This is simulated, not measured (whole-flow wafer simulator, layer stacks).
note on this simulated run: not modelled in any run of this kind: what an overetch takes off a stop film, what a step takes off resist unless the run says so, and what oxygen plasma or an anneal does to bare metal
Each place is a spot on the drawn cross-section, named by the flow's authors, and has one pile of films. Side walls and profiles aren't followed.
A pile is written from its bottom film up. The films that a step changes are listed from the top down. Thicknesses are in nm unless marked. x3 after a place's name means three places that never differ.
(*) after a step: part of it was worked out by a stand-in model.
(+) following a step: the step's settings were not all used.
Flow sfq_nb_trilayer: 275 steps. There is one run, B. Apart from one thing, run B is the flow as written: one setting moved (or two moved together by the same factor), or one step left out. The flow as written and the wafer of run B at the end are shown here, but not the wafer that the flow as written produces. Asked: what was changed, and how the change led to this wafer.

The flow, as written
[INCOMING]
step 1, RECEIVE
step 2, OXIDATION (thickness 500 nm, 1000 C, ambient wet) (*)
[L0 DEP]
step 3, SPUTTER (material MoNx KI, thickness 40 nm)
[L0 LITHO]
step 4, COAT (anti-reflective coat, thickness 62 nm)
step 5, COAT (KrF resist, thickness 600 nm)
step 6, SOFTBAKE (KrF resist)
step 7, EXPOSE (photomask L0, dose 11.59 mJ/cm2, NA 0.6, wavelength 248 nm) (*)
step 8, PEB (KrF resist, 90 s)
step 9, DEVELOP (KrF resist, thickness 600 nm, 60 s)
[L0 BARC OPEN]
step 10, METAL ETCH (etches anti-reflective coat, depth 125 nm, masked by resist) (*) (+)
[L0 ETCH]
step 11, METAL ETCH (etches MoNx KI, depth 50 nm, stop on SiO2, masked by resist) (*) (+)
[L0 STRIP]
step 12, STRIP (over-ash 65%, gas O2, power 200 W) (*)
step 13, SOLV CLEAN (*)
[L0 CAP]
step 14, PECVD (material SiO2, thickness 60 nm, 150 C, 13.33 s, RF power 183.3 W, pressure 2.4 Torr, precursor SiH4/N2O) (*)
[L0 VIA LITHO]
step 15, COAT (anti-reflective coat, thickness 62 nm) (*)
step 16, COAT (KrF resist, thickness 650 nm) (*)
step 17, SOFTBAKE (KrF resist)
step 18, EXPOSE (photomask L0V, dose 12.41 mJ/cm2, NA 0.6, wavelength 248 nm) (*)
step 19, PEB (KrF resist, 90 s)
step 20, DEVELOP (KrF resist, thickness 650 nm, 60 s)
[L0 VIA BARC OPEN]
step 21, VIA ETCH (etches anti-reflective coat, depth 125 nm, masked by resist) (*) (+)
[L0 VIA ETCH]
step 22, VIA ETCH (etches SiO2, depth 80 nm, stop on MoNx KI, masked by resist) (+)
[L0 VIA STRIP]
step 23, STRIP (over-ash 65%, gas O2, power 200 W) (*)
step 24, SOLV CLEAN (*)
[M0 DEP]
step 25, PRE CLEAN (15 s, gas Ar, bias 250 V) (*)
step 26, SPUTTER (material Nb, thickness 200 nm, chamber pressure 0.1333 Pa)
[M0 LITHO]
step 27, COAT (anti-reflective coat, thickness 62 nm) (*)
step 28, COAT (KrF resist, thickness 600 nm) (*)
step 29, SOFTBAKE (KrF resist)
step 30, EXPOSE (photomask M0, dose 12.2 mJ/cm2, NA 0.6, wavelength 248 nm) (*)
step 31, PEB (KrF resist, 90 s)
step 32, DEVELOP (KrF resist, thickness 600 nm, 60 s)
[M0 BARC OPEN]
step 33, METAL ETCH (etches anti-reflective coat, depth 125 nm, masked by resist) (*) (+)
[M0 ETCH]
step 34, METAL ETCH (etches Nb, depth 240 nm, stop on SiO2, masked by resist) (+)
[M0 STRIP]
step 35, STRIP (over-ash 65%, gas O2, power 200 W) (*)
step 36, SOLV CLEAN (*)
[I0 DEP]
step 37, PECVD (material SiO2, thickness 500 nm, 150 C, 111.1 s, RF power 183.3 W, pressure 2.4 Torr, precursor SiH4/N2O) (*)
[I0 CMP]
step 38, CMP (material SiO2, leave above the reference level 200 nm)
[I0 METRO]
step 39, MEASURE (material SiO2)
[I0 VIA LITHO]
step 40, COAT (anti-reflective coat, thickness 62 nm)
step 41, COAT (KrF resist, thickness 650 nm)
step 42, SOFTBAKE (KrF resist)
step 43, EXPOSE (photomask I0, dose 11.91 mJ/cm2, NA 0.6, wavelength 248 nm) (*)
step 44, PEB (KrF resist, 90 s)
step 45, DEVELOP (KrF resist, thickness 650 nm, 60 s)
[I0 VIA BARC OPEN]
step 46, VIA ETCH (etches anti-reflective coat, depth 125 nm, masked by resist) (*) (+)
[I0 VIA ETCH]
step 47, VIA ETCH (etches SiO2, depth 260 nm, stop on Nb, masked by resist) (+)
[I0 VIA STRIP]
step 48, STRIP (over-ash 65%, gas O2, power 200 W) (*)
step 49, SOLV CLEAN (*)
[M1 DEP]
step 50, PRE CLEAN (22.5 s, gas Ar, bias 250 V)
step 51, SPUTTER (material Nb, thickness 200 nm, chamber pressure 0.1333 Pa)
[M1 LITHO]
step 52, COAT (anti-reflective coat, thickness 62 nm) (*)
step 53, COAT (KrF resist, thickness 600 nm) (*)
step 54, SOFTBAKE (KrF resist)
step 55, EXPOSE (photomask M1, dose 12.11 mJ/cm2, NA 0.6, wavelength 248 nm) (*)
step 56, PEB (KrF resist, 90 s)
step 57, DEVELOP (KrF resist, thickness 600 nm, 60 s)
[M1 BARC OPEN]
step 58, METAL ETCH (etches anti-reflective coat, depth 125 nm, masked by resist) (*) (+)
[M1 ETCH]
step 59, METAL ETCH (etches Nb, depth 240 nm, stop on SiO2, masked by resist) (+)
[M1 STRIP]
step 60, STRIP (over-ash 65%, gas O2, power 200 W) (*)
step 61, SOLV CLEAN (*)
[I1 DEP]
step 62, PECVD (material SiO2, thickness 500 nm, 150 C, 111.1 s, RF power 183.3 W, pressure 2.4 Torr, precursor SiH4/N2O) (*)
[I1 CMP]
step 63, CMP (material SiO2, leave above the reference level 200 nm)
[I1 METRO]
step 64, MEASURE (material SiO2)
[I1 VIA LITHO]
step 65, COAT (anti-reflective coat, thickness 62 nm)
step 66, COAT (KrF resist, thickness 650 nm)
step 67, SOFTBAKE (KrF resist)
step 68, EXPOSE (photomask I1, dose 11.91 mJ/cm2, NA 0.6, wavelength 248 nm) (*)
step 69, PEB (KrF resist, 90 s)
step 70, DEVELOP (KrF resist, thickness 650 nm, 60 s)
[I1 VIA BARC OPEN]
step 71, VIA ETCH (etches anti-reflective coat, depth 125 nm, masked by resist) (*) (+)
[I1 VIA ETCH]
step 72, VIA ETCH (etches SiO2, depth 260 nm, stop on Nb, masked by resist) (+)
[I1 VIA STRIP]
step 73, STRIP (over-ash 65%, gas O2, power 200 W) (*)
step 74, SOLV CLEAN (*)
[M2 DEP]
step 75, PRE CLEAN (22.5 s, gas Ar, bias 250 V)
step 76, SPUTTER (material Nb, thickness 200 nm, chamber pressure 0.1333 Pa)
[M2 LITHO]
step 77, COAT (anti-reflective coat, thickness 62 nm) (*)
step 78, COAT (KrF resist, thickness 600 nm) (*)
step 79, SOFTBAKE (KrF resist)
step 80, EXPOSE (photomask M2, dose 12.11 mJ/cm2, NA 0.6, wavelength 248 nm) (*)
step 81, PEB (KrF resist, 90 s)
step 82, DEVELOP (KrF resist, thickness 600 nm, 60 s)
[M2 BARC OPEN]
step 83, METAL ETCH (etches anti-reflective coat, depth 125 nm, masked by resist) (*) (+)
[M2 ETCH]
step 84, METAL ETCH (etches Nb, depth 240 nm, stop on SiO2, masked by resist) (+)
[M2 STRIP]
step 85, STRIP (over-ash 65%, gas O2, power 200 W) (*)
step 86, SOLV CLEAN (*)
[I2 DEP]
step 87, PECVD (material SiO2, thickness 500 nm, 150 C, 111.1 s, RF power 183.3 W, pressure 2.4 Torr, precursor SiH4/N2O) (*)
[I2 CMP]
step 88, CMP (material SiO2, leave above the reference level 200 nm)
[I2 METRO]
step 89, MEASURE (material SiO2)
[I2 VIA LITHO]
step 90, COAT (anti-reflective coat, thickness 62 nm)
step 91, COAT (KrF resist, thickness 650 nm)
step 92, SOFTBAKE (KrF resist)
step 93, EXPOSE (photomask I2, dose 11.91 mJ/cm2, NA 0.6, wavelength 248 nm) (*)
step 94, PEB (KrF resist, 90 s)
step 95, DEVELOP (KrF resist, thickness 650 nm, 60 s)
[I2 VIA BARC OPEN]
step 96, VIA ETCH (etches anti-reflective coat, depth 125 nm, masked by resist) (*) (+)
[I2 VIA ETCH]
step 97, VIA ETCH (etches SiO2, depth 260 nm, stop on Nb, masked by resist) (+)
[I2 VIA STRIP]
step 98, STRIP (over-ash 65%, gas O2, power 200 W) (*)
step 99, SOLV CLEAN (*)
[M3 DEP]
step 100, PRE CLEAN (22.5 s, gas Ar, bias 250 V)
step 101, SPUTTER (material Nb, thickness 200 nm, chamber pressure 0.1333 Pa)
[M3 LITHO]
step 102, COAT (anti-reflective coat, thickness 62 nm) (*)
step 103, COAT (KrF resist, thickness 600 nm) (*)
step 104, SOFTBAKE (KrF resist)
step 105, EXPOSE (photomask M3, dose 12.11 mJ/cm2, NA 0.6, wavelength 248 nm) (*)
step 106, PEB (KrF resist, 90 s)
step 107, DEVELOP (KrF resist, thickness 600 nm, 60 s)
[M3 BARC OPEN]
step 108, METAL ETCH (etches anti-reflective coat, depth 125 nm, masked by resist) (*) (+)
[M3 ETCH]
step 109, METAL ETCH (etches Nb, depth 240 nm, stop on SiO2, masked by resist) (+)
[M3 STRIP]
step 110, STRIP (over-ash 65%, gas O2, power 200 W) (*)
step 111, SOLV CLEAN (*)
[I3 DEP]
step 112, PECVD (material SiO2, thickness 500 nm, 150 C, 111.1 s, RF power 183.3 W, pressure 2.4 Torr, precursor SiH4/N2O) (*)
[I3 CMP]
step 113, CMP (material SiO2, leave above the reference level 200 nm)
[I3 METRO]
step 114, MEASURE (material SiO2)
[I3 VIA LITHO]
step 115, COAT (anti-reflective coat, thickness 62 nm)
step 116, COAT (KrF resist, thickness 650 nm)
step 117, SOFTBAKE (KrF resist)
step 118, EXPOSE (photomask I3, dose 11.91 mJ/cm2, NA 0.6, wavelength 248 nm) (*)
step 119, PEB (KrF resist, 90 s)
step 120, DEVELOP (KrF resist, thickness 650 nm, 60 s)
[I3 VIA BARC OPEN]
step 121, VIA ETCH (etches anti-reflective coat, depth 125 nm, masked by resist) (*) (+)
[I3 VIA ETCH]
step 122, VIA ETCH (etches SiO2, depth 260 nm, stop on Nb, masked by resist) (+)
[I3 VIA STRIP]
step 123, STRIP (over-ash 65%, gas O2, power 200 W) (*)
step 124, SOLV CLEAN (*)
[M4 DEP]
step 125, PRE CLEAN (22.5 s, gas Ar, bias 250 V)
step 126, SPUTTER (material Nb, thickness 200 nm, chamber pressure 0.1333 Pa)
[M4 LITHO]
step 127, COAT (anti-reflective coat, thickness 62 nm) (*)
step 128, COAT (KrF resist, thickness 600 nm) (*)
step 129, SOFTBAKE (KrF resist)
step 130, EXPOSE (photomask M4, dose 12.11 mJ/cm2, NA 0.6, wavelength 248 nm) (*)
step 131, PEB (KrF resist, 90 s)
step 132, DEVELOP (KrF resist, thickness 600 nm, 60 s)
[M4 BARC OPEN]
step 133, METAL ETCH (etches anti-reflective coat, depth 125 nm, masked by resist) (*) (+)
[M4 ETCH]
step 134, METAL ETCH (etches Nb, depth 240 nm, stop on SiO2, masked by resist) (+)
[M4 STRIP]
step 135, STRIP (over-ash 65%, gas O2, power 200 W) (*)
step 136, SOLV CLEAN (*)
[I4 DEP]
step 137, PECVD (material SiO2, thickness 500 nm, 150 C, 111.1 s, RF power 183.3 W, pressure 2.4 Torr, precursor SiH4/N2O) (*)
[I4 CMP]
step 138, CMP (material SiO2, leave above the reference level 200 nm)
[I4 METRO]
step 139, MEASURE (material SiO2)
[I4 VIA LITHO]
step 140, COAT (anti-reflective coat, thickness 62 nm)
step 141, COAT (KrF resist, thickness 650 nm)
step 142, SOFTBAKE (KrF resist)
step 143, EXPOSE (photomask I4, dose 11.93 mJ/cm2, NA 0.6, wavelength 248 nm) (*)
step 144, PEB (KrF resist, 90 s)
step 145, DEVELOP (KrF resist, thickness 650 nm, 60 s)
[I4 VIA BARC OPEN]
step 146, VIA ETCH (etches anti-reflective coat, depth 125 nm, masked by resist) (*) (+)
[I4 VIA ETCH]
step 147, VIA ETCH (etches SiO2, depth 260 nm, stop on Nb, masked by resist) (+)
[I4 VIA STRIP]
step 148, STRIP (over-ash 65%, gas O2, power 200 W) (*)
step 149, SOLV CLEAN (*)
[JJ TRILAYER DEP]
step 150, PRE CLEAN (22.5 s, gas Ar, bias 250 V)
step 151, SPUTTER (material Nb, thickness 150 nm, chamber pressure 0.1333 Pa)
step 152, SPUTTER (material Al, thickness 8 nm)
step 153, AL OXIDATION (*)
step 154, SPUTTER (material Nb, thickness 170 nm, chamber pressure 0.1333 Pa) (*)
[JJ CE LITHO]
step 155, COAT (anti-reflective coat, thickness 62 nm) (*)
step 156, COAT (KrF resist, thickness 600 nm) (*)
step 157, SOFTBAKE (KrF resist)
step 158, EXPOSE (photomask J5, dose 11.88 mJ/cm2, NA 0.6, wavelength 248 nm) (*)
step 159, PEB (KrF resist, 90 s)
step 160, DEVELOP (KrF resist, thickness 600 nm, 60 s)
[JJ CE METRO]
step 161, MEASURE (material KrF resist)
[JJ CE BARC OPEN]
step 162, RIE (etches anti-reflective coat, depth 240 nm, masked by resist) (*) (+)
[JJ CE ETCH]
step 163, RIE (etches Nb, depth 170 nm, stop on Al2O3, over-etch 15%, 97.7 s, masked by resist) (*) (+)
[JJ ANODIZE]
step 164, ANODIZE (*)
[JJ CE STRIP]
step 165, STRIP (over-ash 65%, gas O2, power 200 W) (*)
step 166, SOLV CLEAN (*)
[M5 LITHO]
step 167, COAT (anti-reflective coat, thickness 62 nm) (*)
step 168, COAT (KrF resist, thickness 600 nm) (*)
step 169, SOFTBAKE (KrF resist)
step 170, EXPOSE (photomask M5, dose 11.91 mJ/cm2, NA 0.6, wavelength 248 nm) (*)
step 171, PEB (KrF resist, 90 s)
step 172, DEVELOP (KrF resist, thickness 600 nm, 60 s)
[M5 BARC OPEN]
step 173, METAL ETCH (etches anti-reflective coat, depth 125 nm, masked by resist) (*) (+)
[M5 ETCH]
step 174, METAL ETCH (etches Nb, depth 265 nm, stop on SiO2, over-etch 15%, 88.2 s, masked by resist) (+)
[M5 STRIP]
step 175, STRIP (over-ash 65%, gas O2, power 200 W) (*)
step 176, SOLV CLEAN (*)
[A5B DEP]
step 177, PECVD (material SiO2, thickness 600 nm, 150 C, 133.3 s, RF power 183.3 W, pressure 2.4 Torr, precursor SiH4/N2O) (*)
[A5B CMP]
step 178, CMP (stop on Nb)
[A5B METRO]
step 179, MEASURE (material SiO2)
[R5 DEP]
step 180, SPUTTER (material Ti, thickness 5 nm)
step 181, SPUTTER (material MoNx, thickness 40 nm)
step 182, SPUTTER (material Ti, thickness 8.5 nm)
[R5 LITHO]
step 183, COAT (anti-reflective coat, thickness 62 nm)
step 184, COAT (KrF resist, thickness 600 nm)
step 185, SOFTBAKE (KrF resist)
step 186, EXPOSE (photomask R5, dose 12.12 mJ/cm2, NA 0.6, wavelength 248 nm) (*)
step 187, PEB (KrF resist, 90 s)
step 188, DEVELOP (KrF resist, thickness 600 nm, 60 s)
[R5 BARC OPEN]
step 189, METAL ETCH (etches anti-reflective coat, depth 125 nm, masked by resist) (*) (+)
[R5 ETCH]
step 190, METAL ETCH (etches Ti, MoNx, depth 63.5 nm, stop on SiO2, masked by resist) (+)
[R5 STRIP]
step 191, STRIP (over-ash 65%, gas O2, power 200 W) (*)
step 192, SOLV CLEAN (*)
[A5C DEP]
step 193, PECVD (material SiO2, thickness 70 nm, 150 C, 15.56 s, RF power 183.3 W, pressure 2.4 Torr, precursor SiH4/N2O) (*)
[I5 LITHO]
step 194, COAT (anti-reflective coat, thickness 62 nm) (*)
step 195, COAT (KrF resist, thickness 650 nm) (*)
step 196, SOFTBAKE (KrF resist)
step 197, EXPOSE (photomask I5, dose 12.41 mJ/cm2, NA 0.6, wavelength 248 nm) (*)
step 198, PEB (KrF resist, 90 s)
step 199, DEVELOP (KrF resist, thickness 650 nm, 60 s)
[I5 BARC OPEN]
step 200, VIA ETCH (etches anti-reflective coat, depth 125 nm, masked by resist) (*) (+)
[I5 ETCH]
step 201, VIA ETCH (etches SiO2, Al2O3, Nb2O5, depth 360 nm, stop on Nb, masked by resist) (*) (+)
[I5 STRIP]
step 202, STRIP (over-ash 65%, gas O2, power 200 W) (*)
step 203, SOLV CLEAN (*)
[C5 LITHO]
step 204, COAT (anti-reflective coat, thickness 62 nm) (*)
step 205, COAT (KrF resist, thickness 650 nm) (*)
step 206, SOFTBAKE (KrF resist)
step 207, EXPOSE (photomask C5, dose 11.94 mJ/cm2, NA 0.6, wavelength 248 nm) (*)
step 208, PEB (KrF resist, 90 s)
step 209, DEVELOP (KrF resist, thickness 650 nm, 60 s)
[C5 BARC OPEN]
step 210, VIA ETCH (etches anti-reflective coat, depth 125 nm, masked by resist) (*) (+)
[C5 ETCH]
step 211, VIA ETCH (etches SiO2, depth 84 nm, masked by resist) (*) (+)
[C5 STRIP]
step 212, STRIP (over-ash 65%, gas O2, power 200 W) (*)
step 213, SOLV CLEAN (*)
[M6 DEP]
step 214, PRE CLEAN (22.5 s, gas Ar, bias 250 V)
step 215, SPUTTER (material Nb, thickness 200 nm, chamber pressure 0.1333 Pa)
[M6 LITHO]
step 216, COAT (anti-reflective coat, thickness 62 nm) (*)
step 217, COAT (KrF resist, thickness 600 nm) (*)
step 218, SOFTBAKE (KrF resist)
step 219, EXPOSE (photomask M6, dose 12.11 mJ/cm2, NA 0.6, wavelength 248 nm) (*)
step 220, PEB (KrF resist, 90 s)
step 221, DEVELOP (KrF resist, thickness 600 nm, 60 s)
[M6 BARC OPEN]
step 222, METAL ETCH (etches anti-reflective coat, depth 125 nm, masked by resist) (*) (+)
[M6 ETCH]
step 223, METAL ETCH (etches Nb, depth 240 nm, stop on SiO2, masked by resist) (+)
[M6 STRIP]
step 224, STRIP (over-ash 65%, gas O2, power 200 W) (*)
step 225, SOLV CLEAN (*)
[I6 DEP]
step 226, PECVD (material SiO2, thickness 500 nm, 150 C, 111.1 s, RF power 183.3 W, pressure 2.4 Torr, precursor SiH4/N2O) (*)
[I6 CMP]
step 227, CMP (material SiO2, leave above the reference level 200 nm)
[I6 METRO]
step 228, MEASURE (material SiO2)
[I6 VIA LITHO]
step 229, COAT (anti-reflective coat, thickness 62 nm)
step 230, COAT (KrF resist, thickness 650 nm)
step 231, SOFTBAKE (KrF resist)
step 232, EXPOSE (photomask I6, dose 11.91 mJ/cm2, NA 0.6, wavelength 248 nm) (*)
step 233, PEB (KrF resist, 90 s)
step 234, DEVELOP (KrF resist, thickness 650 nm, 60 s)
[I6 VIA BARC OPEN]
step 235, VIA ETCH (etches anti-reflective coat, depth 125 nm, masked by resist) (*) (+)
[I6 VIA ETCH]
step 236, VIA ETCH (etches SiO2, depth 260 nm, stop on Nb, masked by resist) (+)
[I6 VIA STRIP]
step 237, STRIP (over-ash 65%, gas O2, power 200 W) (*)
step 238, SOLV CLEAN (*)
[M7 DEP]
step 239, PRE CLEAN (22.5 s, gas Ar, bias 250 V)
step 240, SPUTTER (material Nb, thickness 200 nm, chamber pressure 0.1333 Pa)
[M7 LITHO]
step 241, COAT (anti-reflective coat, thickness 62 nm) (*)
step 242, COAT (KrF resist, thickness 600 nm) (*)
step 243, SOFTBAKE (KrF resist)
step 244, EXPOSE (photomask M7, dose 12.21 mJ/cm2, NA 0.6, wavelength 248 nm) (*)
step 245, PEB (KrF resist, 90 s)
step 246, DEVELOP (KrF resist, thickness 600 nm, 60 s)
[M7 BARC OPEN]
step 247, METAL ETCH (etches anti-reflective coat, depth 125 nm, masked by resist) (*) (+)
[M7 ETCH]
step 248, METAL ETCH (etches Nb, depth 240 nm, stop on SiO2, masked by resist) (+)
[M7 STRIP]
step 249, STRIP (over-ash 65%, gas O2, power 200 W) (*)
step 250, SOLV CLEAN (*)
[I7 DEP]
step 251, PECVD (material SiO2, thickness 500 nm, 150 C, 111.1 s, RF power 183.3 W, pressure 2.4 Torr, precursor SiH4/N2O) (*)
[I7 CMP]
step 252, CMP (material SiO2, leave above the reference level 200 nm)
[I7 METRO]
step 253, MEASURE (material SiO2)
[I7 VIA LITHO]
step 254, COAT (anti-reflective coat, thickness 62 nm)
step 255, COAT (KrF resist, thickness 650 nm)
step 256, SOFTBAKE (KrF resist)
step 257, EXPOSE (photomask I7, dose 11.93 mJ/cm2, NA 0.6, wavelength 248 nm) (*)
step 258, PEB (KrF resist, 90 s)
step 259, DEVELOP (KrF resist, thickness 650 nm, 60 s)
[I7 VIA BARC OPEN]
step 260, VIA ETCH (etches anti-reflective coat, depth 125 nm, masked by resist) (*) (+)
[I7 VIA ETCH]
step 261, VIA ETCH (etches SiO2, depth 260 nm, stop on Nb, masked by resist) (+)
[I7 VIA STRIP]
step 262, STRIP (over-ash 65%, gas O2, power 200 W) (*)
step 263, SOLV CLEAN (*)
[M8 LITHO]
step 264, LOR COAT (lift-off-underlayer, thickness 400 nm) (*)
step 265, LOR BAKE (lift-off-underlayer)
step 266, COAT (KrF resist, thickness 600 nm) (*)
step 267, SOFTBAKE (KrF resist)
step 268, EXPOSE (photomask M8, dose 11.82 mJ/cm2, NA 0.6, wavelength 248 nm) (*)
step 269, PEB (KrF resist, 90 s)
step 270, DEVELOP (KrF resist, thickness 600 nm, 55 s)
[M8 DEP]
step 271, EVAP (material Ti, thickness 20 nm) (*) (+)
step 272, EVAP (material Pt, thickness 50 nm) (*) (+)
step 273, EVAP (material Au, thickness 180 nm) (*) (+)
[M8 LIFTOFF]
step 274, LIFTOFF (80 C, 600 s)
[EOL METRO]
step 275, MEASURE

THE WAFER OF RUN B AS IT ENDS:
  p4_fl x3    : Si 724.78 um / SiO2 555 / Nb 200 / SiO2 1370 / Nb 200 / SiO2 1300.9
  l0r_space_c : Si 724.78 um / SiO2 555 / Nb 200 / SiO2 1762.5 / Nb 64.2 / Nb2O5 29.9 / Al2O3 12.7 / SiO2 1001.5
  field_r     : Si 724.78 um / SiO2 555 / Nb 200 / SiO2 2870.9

What caused this: step 151, SPUTTER: thickness 75 nm was run, whereas the flow has thickness 150 nm.

How this came from the change, step by step:
  step 151, SPUTTER (material Nb, thickness 150 nm, chamber pressure 0.1333 Pa)
      field_l, v_sur, via_sp and 100 more: Nb gains 75 (new film) (as written it would have been: Nb gains 150 (new film))
      via_wl, via_wr: Nb gains 53.6 (as written it would have been: Nb gains 130.4)
      (and at 1 other place as well)
  step 154, SPUTTER (material Nb, thickness 170 nm, chamber pressure 0.1333 Pa) (*)
      via_w: Nb gains 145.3 (new film) (as written it would have been: Nb gains 141 (new film))
  step 155, COAT (anti-reflective coat, thickness 62 nm) (*)
      via_wl, via_wr: anti-reflective coat gains 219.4 (new film) (as written it would have been: anti-reflective coat gains 209.4 (new film))
  step 162, RIE (etches anti-reflective coat, depth 240 nm, masked by resist) (*) (+)
      ce_l, c5j, ce_r, wl_jj: KrF resist loses 219.4 (as written it would have been: KrF resist loses 209.4)
      via_wl, via_wr: anti-reflective coat loses 219.4 (all of it) (as written it would have been: anti-reflective coat loses 209.4 (all of it))
  step 163, RIE (etches Nb, depth 170 nm, stop on Al2O3, over-etch 15%, 97.7 s, masked by resist) (*) (+)
      via_w: Nb loses 145.3 (all of it), Al2O3 loses 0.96 (all of it) (as written it would have been: Nb loses 141 (all of it), Al2O3 loses 0.96 (all of it))
  step 164, ANODIZE (*)
      via_wl, via_wr: Al2O3 gains 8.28 (new film), Nb2O5 gains 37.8 (new film), Al loses 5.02 (all of it), Nb loses 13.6 (as written it would have been: Al2O3 gains 7.52 (new film), Nb2O5 gains 39.2 (new film), Al loses 4.56 (all of it), Nb loses 14.1)
      via_w: Al2O3 gains 11.2 (new film), Nb2O5 gains 32.6 (new film), Al loses 6.78 (all of it), Nb loses 11.7 (as written it would have been: Al2O3 gains 10.8 (new film), Nb2O5 gains 33.3 (new film), Al loses 6.54 (all of it), Nb loses 12)
  step 165, STRIP (over-ash 65%, gas O2, power 200 W) (*)
      c5j, ce_r: KrF resist loses 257 (all of it), anti-reflective coat loses 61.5 (all of it) (as written it would have been: KrF resist loses 266.9 (all of it), anti-reflective coat loses 61.5 (all of it))
      ce_l: KrF resist loses 256.9 (all of it), anti-reflective coat loses 61.5 (all of it) (as written it would have been: KrF resist loses 266.8 (all of it), anti-reflective coat loses 61.4 (all of it))
      (and at 1 other place as well)
  step 167, COAT (anti-reflective coat, thickness 62 nm) (*)
      via_w: anti-reflective coat gains 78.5 (new film) (as written it would have been: anti-reflective coat gains 84.1 (new film))
      ce_l: anti-reflective coat gains 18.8 (new film) (as written it would have been: anti-reflective coat gains 19.6 (new film))
      (and at 1 other place as well)
  step 174, METAL ETCH (etches Nb, depth 265 nm, stop on SiO2, over-etch 15%, 88.2 s, masked by resist) (+)
      field_l, r_sur, res and 50 more: Al2O3 loses 12.6 (all of it), Nb2O5 loses 29.9 (all of it), Nb loses 64.2 (all of it), SiO2 loses 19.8 (as written it would have been: Al2O3 loses 12.6 (all of it), Nb2O5 loses 29.9 (all of it), Nb loses 139.2 (all of it), SiO2 loses 12.3)
  step 175, STRIP (over-ash 65%, gas O2, power 200 W) (*)
      via_w: KrF resist loses 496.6 (all of it), anti-reflective coat loses 78.5 (all of it) (as written it would have been: KrF resist loses 503.5 (all of it), anti-reflective coat loses 84.1 (all of it))
      ce_l: KrF resist loses 300.4 (all of it), anti-reflective coat loses 18.8 (all of it) (as written it would have been: KrF resist loses 299.6 (all of it), anti-reflective coat loses 19.6 (all of it))
      (and at 1 other place as well)
  step 178, CMP (stop on Nb)
      field_l, p4_fl x3, p4_w1 x9 and 29 more: SiO2 loses 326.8 (as written it would have been: SiO2 loses 259.3)
      r_sur, res, r_end, moat, field_r, lsp_l: SiO2 loses 326.8 (as written it would have been: SiO2 loses 252.3)
      (and at 8 other places as well)
